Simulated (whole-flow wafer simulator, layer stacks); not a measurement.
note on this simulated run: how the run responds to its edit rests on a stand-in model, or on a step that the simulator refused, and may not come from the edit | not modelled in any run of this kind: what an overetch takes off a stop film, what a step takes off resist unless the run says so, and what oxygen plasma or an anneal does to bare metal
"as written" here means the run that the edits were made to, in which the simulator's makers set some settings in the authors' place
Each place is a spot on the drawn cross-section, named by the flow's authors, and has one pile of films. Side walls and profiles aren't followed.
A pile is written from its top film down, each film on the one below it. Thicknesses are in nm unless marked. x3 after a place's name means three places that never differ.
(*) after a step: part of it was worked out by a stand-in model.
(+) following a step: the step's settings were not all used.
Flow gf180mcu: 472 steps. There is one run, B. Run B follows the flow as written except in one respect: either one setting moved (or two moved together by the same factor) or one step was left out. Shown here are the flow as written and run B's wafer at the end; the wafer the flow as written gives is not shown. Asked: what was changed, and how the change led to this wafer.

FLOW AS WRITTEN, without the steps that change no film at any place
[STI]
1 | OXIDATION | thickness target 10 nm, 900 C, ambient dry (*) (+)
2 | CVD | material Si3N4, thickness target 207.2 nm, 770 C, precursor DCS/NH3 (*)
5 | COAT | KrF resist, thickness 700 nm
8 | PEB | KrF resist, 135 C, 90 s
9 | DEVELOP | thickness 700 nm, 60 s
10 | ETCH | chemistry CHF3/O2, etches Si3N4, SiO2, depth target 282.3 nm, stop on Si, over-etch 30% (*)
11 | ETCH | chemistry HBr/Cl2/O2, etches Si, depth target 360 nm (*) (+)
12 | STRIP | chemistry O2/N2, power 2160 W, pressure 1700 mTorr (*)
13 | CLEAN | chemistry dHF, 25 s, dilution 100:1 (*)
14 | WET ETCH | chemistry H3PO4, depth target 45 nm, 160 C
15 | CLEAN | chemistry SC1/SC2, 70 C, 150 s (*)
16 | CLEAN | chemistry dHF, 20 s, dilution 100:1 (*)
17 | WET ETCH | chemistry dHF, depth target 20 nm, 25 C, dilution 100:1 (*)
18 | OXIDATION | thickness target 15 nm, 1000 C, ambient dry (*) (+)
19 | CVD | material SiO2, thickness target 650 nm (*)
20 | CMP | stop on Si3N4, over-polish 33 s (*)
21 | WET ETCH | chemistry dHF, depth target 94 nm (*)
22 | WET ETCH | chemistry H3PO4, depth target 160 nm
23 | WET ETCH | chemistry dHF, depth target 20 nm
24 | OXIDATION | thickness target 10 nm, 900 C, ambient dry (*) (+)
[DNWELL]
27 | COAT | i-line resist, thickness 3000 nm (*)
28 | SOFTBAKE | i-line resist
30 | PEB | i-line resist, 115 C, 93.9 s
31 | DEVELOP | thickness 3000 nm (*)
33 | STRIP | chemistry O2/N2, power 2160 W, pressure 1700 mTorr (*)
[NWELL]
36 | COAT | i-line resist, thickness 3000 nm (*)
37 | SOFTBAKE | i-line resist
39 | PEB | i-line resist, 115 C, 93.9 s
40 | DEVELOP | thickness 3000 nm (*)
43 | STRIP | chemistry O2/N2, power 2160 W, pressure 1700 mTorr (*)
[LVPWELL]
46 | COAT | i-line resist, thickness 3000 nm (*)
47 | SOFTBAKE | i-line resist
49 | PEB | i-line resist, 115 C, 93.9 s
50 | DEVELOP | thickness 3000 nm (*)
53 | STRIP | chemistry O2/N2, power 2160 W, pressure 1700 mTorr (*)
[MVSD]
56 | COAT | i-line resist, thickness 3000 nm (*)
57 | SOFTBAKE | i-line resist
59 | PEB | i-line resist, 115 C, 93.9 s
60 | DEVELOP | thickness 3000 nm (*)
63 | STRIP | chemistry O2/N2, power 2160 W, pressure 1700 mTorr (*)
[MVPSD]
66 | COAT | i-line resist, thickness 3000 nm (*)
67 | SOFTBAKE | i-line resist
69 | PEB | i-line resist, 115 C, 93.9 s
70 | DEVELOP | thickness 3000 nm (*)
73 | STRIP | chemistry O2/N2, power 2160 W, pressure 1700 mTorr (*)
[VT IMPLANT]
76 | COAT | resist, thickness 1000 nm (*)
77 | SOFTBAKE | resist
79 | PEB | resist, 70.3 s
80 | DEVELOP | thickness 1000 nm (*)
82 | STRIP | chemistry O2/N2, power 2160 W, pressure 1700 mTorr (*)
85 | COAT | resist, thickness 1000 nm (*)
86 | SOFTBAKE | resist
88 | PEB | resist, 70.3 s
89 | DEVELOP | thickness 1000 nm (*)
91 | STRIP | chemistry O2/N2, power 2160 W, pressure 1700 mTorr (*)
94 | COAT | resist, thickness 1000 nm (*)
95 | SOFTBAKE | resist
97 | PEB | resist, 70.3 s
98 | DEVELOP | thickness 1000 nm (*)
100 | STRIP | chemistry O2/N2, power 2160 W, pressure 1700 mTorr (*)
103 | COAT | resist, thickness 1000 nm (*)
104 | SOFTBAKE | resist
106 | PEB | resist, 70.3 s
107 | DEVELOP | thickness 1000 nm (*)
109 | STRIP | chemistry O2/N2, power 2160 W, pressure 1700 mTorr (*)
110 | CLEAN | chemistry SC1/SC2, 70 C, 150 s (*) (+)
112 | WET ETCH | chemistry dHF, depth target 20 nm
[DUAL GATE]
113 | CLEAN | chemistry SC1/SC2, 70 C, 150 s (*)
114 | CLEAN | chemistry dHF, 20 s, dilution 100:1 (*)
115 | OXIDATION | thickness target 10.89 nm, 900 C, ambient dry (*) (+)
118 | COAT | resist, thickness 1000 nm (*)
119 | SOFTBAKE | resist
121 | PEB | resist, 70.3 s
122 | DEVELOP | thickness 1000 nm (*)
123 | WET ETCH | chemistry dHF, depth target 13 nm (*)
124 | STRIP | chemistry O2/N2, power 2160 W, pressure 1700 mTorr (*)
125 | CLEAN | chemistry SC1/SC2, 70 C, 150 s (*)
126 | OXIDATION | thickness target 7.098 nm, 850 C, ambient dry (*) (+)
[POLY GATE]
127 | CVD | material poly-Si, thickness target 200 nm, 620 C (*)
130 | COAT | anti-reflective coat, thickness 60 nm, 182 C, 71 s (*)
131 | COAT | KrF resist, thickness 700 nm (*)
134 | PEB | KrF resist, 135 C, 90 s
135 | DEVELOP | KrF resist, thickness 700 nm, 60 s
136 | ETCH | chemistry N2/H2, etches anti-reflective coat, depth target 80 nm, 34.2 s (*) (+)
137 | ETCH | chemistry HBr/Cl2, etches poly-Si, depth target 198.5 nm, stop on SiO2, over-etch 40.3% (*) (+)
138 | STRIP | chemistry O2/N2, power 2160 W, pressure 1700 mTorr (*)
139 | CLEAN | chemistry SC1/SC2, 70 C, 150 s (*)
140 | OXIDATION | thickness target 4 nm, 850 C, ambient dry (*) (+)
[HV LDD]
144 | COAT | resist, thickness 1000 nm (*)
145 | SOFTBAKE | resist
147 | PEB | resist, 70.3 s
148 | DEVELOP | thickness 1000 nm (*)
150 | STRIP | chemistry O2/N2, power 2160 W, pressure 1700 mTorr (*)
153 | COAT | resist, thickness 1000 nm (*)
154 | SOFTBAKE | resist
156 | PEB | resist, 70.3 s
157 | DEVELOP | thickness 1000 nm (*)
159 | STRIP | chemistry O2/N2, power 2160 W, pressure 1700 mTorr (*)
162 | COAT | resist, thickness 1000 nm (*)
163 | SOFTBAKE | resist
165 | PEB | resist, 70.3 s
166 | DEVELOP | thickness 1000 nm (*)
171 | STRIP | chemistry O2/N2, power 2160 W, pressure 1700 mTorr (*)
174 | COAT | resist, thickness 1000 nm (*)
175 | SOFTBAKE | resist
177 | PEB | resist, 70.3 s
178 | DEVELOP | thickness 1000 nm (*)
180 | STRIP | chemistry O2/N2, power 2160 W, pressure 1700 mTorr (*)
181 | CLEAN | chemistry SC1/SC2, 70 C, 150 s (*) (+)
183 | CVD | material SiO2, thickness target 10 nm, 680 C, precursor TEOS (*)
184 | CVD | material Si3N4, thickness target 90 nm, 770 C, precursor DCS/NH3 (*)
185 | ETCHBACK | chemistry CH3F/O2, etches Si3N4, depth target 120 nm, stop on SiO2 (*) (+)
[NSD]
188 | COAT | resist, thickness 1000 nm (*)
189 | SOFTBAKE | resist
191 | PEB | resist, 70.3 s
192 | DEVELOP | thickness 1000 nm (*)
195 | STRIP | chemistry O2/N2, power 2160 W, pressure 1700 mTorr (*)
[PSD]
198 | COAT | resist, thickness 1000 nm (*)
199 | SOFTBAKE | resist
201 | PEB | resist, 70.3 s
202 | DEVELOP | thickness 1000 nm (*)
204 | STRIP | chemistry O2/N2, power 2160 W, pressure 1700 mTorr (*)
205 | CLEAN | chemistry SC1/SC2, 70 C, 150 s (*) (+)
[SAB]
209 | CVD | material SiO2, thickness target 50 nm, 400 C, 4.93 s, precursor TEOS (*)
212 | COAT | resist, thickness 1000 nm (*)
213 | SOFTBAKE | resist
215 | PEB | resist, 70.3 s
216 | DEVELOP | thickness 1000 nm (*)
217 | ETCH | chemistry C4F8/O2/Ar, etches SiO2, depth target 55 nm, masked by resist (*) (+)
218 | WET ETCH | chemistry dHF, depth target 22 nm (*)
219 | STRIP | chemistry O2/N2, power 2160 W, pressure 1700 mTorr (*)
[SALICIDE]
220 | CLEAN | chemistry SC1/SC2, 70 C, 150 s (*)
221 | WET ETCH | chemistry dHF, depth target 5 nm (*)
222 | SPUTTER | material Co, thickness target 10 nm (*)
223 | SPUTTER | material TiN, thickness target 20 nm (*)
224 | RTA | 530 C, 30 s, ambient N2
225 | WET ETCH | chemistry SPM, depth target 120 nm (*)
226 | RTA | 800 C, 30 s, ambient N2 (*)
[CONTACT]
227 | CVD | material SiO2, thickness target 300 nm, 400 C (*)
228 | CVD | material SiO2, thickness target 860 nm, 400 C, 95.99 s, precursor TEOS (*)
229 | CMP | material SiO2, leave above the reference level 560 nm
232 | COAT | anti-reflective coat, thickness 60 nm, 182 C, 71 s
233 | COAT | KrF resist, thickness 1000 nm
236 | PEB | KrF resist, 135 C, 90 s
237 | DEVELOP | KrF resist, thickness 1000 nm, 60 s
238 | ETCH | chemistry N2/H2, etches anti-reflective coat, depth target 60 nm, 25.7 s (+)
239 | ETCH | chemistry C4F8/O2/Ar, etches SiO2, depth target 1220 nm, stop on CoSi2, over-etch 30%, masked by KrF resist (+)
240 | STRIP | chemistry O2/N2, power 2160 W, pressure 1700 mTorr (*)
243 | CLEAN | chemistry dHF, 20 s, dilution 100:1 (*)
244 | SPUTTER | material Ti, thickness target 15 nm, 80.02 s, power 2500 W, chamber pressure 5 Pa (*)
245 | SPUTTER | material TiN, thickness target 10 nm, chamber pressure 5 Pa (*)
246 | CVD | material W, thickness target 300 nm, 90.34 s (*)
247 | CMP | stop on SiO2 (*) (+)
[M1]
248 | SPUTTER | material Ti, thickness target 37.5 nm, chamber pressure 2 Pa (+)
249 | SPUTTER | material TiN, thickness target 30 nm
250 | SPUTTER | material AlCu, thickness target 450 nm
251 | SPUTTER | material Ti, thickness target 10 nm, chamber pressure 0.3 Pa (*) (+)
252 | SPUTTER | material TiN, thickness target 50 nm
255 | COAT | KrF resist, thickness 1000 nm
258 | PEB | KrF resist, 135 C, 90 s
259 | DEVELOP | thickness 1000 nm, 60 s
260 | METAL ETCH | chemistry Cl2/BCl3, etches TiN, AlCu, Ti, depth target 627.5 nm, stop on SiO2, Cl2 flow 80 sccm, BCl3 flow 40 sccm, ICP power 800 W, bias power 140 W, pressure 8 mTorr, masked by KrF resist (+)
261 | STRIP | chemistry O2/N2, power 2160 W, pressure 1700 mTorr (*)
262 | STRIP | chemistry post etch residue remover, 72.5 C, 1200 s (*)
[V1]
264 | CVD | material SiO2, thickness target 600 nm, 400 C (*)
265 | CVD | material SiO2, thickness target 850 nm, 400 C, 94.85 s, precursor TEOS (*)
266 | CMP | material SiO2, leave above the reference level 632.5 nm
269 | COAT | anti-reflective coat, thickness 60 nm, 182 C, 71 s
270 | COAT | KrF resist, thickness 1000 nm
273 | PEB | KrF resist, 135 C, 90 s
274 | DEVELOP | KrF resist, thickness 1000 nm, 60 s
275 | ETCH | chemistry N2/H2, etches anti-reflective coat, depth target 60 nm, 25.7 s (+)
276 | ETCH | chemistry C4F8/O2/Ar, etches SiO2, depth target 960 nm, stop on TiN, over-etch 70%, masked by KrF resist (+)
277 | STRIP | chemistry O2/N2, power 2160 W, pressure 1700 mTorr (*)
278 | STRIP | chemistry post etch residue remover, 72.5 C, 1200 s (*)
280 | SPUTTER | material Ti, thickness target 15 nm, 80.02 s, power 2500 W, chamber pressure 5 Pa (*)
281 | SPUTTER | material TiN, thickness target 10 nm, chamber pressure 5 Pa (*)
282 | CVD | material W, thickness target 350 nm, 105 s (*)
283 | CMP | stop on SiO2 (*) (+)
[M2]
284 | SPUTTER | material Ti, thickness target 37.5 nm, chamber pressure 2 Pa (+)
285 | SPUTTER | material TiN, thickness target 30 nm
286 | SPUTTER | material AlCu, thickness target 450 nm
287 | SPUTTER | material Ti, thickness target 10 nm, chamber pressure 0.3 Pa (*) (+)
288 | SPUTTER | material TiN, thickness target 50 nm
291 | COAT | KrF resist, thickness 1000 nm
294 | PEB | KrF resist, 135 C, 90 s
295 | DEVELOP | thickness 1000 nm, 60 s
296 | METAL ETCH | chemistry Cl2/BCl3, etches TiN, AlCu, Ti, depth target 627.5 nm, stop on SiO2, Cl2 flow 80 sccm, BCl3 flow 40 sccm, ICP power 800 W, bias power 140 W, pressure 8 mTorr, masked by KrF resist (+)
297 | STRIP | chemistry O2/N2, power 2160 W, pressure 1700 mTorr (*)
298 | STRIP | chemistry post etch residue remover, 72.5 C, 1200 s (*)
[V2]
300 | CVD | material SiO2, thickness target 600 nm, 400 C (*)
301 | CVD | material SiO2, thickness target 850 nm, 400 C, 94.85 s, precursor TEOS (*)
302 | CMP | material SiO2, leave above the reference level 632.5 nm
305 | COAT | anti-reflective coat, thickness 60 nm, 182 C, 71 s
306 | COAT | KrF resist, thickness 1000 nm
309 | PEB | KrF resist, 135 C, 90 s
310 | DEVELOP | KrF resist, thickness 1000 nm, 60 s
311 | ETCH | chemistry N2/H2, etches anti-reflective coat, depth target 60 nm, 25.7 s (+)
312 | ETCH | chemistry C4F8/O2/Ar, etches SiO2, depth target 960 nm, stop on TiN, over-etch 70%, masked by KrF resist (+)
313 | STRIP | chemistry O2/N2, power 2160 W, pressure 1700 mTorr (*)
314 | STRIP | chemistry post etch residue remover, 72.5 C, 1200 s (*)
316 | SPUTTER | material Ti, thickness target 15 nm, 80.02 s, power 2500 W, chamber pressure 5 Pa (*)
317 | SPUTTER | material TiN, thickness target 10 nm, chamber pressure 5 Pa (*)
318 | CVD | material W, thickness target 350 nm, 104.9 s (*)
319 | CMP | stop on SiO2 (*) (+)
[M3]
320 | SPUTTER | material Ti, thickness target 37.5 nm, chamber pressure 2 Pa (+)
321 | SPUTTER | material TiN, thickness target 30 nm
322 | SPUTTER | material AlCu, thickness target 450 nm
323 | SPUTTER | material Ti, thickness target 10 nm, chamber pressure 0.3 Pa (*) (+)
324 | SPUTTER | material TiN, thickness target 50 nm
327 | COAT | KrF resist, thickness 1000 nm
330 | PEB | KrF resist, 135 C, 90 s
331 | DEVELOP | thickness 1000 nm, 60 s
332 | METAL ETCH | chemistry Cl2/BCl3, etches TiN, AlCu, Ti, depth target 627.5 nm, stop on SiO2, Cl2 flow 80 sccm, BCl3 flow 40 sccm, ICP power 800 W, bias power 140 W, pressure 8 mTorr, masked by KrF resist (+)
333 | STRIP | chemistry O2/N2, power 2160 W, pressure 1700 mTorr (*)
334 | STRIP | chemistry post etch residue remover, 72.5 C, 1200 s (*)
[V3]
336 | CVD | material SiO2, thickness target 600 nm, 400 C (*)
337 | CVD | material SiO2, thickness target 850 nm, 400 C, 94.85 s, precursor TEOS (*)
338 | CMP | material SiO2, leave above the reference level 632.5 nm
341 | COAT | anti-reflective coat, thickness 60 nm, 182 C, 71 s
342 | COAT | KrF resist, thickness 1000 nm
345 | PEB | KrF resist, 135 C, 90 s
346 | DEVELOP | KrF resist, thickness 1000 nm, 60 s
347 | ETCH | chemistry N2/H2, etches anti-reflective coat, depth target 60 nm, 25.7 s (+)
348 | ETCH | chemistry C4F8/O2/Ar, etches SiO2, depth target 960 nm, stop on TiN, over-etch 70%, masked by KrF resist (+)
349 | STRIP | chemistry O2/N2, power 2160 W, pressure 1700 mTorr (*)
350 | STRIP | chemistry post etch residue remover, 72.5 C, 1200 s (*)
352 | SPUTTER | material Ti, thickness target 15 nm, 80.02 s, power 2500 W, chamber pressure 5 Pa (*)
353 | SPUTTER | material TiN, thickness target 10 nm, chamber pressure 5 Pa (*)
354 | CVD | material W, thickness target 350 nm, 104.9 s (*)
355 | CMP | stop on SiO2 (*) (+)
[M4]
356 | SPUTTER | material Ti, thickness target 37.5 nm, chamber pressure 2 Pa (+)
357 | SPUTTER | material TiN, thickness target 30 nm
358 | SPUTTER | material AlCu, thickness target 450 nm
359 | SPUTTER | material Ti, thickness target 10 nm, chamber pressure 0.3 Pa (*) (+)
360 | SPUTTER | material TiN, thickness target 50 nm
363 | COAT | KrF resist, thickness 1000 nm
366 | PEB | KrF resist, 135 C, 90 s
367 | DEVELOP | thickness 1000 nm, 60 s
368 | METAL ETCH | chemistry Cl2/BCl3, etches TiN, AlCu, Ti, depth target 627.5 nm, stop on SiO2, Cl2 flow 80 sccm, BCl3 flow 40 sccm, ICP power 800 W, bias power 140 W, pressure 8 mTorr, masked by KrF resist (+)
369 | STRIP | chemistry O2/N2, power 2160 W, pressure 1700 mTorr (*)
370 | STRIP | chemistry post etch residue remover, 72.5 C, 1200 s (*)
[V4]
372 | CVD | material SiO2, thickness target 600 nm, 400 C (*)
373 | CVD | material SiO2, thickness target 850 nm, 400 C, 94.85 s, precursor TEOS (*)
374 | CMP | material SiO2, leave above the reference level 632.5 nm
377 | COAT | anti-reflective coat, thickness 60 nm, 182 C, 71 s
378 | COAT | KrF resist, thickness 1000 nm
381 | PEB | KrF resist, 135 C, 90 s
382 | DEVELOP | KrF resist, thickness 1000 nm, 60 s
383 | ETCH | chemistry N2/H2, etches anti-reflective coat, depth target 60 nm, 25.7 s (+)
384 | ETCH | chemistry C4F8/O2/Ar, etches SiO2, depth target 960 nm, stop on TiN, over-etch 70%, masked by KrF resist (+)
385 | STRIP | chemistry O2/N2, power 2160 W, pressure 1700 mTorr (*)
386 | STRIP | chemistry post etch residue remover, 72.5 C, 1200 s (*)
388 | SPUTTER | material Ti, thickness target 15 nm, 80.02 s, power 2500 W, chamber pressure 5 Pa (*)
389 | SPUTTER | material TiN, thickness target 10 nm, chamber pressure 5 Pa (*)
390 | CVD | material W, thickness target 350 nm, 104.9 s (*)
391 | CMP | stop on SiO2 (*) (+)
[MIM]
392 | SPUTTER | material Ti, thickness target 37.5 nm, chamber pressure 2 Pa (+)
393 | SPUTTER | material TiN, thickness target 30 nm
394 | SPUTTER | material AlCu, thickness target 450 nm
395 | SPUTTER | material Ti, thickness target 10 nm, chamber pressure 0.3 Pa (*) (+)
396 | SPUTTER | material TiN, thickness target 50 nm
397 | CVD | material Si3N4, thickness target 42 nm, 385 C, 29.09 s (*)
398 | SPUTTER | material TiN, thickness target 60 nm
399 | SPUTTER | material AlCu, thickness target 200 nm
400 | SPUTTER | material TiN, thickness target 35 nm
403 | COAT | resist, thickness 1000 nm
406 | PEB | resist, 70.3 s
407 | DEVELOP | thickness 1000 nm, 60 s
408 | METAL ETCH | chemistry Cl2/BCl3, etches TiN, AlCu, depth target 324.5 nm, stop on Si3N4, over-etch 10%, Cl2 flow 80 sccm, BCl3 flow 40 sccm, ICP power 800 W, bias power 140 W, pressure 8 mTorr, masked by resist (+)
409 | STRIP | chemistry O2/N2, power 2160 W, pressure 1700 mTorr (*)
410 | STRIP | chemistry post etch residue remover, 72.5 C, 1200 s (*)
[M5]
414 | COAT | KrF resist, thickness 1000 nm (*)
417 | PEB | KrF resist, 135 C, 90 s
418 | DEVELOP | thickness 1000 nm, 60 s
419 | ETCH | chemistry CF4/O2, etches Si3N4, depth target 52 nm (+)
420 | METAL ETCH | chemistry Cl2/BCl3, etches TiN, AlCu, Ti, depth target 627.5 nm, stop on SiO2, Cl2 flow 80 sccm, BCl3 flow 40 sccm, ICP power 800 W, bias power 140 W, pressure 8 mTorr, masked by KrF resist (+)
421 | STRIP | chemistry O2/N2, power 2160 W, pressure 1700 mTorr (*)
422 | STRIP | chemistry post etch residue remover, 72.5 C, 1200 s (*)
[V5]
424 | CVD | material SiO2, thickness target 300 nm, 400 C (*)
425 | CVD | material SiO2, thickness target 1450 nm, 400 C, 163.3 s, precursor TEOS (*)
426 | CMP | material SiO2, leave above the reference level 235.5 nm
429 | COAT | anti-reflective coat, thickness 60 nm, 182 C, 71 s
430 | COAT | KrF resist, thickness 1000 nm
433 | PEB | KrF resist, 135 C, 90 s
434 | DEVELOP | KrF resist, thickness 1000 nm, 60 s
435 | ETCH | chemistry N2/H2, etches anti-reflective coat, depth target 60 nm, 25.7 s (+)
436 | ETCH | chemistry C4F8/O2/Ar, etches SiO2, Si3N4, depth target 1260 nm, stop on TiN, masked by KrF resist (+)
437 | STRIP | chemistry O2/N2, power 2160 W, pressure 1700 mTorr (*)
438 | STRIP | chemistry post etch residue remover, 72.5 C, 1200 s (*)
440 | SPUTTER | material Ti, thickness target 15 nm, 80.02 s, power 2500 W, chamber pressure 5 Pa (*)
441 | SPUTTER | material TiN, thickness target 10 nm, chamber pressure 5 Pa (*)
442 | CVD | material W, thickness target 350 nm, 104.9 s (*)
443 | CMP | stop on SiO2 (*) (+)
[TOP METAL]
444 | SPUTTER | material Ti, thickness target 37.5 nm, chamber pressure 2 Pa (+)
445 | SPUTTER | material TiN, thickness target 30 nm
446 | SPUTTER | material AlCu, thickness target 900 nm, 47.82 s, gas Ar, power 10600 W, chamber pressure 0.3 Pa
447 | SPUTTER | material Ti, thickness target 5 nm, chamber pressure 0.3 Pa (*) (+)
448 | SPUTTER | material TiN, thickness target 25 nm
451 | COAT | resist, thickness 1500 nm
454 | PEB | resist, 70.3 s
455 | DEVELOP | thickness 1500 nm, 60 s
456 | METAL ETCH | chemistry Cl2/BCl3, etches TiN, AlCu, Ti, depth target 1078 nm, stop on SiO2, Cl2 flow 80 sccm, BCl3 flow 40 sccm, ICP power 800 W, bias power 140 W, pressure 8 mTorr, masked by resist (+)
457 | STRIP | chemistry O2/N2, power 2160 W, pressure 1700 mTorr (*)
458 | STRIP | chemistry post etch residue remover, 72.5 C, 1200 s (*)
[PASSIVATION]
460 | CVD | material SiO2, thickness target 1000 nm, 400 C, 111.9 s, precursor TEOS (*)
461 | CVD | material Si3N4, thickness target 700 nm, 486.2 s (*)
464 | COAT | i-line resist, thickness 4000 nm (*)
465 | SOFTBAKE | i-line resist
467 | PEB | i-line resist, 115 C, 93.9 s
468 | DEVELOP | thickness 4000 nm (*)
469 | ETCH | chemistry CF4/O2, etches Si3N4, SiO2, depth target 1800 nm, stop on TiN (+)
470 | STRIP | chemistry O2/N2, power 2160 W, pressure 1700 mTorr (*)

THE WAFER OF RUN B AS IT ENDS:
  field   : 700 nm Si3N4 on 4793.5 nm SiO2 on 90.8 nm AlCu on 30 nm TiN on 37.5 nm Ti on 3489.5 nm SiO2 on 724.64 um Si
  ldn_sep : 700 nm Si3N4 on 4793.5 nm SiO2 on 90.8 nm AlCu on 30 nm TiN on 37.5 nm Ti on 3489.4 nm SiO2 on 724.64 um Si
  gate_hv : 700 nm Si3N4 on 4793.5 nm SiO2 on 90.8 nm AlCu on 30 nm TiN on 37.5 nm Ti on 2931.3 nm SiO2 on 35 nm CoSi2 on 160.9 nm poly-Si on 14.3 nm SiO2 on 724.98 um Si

What caused this: step 322, SPUTTER: thickness target 664 nm was run, while the flow as written has thickness target 450 nm.

Step by step, how the change led to this:
  322 | SPUTTER | material AlCu, thickness target 450 nm
      field, field__w1, field__w2 and 108 more: +664 AlCu (new film) (it would be, as written: +450 AlCu (new film))
  332 | METAL ETCH | chemistry Cl2/BCl3, etches TiN, AlCu, Ti, depth target 627.5 nm, stop on SiO2, Cl2 flow 80 sccm, BCl3 flow 40 sccm, ICP power 800 W, bias power 140 W, pressure 8 mTorr, masked by KrF resist (+)
      field, field__w1, field__w2 and 103 more: -50 TiN (all of it), -10 Ti (all of it), -567.5 AlCu (it would be, as written: -50 TiN (all of it), -10 Ti (all of it), -450 AlCu (all of it), -30 TiN (all of it), -37.5 Ti (all of it))
  334 | STRIP | chemistry post etch residue remover, 72.5 C, 1200 s (*)
      field, field__w1, field__w2 and 103 more: -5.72 AlCu (it would be, as written: nothing)
  336 | CVD | material SiO2, thickness target 600 nm, 400 C (*)
      field, field__w1, field__w2 and 103 more: +600 SiO2 (new film) (it would be, as written: +600 SiO2)
  338 | CMP | material SiO2, leave above the reference level 632.5 nm
      field, field__w1, field__w2 and 103 more: -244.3 SiO2 (it would be, as written: -300 SiO2)
With metal films that touch counted as one body, field has 1 body; the flow as written gives 0 bodies.
With metal films that touch counted as one body, ldn_sep has 1 body; the flow as written gives 0 bodies.
With metal films that touch counted as one body, gate_hv has 2 bodies (between them, from the top down: SiO2 2931.3); the flow as written gives 1 body.
